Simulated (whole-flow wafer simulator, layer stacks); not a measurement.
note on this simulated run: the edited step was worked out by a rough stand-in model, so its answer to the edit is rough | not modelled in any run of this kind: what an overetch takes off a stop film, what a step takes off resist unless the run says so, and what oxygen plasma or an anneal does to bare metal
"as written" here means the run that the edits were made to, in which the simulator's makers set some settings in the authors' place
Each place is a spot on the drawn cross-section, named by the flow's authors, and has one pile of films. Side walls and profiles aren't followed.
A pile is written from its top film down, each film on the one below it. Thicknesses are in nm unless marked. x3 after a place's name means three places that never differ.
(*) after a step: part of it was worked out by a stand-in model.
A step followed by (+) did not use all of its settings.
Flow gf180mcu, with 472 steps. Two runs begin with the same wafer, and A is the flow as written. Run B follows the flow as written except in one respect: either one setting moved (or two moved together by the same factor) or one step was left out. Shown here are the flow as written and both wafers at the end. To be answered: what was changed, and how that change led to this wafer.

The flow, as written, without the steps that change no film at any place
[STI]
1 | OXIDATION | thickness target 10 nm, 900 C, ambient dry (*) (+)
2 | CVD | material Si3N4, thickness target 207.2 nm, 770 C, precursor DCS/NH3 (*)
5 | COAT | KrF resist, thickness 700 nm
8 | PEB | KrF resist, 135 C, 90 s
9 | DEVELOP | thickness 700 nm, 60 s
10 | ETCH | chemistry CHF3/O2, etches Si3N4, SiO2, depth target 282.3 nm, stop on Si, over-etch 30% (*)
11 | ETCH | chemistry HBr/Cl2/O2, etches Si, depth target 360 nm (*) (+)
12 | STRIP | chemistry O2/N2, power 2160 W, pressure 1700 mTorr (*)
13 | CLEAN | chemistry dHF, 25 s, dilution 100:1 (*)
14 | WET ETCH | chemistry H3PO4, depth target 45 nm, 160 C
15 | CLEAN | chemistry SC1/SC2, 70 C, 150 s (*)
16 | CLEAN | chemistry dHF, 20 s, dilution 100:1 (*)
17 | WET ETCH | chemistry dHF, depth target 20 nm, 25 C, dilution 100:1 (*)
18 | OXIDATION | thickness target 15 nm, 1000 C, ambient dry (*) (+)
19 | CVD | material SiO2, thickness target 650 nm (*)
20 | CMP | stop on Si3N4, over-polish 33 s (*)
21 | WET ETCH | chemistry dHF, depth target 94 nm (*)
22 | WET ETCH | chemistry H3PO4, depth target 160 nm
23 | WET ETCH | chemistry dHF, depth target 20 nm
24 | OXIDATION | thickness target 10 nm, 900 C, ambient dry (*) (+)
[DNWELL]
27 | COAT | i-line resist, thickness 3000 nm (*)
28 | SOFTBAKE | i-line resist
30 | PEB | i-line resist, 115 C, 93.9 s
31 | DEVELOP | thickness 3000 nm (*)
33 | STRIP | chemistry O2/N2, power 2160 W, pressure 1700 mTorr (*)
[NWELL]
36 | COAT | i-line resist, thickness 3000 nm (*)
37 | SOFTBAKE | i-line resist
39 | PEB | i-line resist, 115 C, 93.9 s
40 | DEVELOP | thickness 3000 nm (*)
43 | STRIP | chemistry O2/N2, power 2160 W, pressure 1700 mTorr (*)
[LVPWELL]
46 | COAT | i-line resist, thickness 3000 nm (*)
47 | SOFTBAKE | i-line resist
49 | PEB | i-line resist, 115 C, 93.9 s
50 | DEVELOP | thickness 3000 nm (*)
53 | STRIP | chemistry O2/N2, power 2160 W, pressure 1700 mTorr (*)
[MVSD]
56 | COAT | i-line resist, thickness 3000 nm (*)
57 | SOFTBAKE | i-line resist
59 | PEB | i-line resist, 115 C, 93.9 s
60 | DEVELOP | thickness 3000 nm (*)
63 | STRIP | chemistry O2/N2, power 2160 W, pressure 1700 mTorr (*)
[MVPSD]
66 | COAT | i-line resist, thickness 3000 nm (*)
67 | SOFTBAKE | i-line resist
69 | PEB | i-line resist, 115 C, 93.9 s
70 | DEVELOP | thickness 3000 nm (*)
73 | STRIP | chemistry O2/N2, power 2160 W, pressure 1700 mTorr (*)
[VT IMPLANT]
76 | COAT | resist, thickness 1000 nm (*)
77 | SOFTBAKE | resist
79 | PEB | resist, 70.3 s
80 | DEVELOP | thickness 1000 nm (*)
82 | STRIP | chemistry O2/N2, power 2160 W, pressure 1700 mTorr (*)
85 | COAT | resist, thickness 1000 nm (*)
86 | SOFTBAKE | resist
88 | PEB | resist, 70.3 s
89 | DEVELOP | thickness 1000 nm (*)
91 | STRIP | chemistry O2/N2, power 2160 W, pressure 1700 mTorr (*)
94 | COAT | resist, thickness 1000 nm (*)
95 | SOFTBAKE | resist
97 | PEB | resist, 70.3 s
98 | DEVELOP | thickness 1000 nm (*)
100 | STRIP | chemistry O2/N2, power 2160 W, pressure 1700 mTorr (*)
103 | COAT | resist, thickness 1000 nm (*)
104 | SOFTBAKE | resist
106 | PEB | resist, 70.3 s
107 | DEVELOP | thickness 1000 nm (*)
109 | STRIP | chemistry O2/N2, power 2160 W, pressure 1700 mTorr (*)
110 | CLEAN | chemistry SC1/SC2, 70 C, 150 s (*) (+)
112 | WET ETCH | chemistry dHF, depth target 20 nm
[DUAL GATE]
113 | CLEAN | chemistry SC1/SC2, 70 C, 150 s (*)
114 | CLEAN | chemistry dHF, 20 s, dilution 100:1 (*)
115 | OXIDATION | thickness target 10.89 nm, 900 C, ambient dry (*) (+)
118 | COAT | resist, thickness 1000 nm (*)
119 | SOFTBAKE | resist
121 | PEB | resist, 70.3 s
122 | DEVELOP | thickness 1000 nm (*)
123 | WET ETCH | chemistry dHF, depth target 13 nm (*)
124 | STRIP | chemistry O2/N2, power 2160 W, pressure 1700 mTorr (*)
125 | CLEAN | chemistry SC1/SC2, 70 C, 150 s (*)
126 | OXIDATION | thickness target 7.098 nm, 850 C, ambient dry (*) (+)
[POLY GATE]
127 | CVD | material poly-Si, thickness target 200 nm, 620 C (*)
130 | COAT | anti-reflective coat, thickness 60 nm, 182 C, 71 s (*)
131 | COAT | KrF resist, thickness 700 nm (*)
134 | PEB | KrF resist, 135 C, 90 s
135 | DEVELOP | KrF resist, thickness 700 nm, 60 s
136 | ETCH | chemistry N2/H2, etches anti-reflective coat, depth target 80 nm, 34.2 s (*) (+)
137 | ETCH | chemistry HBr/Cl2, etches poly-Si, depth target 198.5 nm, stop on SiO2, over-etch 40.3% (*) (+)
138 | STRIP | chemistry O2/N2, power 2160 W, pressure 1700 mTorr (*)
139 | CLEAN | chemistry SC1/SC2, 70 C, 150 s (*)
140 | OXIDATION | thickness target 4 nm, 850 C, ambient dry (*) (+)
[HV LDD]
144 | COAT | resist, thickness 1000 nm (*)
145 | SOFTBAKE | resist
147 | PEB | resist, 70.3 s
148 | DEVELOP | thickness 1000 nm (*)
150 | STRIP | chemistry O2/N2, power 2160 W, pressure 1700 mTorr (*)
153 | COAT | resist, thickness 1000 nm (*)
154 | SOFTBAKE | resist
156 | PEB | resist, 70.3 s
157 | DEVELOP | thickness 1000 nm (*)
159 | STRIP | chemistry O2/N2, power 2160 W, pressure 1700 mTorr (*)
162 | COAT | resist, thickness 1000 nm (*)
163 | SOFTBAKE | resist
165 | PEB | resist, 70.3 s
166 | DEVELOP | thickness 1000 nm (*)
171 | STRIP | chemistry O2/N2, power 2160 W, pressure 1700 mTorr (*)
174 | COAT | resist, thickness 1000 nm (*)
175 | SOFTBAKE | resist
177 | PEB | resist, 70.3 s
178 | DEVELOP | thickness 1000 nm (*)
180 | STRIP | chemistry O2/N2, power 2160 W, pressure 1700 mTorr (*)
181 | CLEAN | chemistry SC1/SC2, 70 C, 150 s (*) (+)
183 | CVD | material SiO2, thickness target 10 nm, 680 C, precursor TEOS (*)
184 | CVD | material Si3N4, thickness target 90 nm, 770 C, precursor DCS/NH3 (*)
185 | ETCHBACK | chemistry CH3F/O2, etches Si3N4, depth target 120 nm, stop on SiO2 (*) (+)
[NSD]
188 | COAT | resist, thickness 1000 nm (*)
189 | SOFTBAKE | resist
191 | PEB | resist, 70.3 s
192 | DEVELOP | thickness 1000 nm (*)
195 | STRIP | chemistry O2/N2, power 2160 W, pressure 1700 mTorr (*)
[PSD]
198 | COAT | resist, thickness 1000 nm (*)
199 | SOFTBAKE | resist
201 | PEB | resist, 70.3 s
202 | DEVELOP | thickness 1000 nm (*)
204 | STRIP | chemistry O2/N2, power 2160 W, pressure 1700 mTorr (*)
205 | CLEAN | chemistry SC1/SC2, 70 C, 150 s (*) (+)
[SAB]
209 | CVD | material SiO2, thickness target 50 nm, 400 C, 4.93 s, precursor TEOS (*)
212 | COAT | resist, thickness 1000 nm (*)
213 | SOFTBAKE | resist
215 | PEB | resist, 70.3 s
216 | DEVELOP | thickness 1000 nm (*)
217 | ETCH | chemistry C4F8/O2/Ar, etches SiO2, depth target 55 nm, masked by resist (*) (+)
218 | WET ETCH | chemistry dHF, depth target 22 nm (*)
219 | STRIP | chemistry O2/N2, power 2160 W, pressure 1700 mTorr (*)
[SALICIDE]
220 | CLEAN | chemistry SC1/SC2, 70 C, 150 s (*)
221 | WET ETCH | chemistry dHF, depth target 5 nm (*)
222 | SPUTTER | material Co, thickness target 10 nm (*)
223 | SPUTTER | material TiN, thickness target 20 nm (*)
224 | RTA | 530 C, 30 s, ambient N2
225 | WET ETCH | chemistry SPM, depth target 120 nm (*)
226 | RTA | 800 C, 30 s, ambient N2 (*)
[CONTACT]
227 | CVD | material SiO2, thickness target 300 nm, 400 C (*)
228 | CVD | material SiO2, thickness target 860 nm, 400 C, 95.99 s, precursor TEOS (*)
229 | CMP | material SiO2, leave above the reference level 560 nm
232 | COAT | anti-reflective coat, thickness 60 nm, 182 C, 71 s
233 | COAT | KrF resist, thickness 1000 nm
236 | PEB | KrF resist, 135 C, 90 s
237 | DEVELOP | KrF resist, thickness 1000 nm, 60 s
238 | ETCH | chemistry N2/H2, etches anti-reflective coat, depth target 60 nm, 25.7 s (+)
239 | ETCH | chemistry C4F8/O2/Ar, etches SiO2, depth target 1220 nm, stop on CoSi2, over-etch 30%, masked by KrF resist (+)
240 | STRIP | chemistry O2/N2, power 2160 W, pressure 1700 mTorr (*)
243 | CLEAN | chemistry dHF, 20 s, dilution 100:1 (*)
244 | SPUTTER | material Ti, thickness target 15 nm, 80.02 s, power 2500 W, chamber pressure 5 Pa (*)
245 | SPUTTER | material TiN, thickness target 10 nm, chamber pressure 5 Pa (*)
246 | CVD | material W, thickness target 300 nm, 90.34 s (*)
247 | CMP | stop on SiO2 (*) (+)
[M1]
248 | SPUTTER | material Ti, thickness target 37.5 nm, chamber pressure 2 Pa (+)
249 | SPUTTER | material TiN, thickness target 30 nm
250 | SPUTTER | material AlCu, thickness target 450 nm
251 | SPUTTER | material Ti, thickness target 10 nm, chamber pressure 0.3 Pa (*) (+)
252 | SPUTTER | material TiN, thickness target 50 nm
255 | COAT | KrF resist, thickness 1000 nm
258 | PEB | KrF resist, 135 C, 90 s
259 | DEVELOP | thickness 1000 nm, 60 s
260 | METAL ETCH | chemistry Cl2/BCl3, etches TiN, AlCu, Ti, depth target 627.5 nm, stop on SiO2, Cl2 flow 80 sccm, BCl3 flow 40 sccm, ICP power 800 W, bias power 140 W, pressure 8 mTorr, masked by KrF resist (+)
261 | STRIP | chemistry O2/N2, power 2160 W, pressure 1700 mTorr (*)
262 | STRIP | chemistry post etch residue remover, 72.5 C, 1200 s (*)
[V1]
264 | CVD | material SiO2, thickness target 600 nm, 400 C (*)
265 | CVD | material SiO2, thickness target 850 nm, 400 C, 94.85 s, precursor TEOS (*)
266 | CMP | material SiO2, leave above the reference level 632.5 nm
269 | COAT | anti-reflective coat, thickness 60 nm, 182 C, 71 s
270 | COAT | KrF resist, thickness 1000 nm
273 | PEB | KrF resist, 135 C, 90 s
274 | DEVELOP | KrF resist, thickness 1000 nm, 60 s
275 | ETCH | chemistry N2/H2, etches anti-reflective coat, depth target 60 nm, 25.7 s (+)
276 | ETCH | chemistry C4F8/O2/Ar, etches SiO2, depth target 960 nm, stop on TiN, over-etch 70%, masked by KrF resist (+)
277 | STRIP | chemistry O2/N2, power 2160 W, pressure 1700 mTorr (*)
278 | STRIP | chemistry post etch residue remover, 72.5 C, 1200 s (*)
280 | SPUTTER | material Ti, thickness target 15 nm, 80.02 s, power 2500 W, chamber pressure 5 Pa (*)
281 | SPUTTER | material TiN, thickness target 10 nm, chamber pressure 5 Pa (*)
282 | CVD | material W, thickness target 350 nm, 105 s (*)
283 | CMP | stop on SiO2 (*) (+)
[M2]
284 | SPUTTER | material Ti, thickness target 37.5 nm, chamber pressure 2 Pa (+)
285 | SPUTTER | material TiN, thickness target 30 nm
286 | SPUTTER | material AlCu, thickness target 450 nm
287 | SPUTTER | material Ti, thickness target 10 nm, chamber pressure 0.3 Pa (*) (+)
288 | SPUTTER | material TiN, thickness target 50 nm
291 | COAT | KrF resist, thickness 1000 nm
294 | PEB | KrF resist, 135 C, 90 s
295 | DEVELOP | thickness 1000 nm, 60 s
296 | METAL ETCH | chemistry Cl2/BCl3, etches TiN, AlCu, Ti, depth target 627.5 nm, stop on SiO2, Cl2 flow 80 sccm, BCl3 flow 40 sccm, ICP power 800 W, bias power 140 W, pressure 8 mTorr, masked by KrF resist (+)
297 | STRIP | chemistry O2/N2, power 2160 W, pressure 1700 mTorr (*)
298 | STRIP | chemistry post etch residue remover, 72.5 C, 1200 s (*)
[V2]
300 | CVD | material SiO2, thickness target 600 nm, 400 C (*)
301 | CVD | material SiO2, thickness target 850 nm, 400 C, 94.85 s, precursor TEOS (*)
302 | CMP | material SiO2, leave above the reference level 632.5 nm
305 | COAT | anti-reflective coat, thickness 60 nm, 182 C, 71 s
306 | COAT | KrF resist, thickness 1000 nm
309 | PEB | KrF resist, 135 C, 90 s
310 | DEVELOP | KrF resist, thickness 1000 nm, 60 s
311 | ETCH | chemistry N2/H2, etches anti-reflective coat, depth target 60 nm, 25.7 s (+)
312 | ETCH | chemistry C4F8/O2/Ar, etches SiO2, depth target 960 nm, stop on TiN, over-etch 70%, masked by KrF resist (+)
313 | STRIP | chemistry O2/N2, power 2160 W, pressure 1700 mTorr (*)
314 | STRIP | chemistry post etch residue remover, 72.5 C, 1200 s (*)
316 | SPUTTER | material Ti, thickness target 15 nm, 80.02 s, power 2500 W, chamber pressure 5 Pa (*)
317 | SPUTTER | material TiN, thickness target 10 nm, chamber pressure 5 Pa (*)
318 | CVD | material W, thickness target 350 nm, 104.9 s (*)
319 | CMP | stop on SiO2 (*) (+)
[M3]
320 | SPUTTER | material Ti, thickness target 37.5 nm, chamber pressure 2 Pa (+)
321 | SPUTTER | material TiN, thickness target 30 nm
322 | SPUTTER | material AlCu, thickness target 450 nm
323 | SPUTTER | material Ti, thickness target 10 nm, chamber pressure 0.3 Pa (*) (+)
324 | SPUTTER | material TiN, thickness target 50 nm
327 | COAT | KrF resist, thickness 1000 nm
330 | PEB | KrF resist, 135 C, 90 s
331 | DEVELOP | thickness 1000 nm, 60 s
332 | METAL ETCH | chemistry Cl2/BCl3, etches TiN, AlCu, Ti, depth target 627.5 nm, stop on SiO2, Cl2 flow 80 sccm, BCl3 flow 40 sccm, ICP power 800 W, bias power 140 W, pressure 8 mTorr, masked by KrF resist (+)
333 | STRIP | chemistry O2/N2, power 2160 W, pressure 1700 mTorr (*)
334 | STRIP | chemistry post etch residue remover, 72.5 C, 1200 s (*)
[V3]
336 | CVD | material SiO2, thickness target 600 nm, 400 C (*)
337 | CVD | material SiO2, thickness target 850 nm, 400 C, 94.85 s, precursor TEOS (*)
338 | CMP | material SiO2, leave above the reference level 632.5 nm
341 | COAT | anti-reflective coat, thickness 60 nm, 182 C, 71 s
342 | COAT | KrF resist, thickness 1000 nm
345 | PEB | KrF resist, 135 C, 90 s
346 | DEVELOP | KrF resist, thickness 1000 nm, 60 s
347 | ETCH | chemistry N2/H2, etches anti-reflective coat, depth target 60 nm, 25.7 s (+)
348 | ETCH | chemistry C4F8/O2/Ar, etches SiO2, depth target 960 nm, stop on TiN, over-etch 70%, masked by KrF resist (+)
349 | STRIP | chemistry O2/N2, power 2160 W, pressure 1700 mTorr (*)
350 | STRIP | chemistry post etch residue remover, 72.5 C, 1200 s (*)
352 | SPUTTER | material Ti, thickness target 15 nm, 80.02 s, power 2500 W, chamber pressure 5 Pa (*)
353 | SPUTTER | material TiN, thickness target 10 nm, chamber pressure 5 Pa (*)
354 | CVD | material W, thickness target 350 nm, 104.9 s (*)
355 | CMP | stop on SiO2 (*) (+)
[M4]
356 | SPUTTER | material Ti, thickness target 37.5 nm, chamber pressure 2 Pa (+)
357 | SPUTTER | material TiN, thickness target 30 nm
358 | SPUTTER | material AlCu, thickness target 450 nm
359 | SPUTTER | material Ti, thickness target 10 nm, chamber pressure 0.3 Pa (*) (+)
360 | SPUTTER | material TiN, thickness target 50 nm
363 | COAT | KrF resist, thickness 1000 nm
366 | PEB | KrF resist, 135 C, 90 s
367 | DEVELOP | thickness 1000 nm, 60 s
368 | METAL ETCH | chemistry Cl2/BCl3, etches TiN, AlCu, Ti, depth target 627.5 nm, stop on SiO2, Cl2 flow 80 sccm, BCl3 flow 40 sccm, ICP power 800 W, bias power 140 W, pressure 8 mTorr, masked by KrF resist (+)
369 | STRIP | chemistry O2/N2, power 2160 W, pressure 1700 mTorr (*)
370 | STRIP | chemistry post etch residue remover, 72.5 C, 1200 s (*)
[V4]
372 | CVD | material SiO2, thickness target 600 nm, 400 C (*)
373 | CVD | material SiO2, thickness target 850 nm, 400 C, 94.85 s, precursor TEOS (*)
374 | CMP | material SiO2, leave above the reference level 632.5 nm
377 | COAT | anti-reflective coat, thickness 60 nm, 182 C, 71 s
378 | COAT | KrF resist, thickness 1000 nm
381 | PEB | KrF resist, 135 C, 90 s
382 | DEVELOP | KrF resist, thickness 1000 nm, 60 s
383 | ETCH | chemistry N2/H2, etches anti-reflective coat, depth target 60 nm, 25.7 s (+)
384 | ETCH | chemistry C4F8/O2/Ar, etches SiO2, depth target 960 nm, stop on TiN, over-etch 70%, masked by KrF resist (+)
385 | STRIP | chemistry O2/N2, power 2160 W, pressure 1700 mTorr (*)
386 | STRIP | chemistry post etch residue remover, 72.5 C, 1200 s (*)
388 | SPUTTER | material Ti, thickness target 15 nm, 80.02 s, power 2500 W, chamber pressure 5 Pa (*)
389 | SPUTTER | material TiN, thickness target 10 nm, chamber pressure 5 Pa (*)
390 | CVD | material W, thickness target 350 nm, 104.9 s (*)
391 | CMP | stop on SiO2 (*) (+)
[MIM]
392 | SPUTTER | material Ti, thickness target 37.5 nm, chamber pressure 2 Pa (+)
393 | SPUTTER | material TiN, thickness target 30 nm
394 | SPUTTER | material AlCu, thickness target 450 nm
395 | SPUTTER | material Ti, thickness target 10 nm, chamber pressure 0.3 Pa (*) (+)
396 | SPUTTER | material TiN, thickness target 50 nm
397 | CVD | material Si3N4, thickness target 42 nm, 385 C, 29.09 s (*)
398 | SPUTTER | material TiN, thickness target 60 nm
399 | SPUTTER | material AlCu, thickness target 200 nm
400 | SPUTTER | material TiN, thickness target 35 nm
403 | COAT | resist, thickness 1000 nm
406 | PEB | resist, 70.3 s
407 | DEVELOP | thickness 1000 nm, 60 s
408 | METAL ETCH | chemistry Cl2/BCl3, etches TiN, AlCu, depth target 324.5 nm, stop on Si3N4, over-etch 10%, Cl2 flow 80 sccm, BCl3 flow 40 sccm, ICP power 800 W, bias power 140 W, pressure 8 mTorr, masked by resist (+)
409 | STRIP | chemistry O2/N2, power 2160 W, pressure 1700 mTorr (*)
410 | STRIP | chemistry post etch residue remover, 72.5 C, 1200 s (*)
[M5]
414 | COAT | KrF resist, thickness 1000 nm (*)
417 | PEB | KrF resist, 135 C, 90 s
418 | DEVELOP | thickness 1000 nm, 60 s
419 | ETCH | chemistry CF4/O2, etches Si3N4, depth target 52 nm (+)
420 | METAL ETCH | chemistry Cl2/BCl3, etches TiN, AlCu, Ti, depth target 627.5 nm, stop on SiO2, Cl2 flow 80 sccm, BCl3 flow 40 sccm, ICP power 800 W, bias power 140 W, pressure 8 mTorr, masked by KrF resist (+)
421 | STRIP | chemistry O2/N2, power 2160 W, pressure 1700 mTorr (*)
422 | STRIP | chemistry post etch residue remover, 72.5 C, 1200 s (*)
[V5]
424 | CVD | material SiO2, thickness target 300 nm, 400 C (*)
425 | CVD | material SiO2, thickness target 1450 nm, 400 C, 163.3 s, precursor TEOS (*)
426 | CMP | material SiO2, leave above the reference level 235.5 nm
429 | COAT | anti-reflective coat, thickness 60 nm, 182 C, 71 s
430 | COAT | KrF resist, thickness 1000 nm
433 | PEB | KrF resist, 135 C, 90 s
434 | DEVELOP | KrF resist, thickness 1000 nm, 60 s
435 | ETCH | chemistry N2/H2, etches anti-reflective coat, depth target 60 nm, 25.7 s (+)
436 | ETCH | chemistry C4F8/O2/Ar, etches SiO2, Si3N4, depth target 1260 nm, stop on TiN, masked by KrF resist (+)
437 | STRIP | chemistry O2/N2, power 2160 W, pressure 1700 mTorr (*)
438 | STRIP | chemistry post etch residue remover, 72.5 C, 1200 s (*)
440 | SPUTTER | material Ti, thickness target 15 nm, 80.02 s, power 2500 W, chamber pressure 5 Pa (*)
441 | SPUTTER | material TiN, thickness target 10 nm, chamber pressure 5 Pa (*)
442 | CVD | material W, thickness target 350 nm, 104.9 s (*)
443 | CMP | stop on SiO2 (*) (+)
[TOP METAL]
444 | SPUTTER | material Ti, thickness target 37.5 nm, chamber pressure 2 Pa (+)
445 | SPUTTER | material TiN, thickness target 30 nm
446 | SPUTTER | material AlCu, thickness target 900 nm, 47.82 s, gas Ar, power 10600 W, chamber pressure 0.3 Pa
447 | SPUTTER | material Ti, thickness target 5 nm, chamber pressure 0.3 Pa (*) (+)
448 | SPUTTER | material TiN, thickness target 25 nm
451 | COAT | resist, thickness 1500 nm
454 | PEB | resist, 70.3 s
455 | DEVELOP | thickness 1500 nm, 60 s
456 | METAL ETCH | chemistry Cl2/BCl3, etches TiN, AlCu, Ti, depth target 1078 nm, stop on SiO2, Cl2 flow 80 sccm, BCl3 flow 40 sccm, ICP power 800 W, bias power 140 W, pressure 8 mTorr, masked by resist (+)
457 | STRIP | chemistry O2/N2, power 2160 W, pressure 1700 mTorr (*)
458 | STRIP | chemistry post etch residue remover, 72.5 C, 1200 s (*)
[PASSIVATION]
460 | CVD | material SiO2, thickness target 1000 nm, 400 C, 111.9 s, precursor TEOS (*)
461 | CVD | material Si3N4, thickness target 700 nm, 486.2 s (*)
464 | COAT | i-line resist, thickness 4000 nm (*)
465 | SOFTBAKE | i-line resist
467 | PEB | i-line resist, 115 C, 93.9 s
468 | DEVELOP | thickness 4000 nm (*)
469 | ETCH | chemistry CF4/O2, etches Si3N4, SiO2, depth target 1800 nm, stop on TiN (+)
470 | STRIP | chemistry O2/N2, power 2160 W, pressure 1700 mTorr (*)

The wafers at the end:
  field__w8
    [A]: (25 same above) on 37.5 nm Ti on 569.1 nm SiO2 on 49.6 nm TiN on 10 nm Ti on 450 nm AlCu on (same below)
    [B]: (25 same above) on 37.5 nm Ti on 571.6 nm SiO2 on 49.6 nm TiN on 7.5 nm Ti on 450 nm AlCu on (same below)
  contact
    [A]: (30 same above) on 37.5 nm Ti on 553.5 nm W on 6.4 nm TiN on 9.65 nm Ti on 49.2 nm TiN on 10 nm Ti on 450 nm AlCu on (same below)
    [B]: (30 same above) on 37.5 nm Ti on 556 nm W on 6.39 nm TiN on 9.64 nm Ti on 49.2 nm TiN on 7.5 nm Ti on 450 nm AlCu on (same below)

What caused this: step 287, SPUTTER: thickness target 7.5 nm was run, while the flow as written has thickness target 10 nm.
One can read it off the wafer: field__w8 has Ti 7.5, and step 287 as written asks for 10 nm.

Step by step, how the change led to this:
  287 | SPUTTER | material Ti, thickness target 10 nm, chamber pressure 0.3 Pa (*) (+)
      field, field__w1, field__w2 and 108 more: A Ti gains 10 (new film) | B Ti gains 7.5 (new film)
  296 | METAL ETCH | chemistry Cl2/BCl3, etches TiN, AlCu, Ti, depth target 627.5 nm, stop on SiO2, Cl2 flow 80 sccm, BCl3 flow 40 sccm, ICP power 800 W, bias power 140 W, pressure 8 mTorr, masked by KrF resist (+)
      field, field__w1, field__w2 and 103 more: A TiN loses 50 (all of it), Ti loses 10 (all of it), AlCu loses 450 (all of it), TiN loses 30 (all of it), Ti loses 37.5 (all of it) | B TiN loses 50 (all of it), Ti loses 7.5 (all of it), AlCu loses 450 (all of it), TiN loses 30 (all of it), Ti loses 37.5 (all of it)
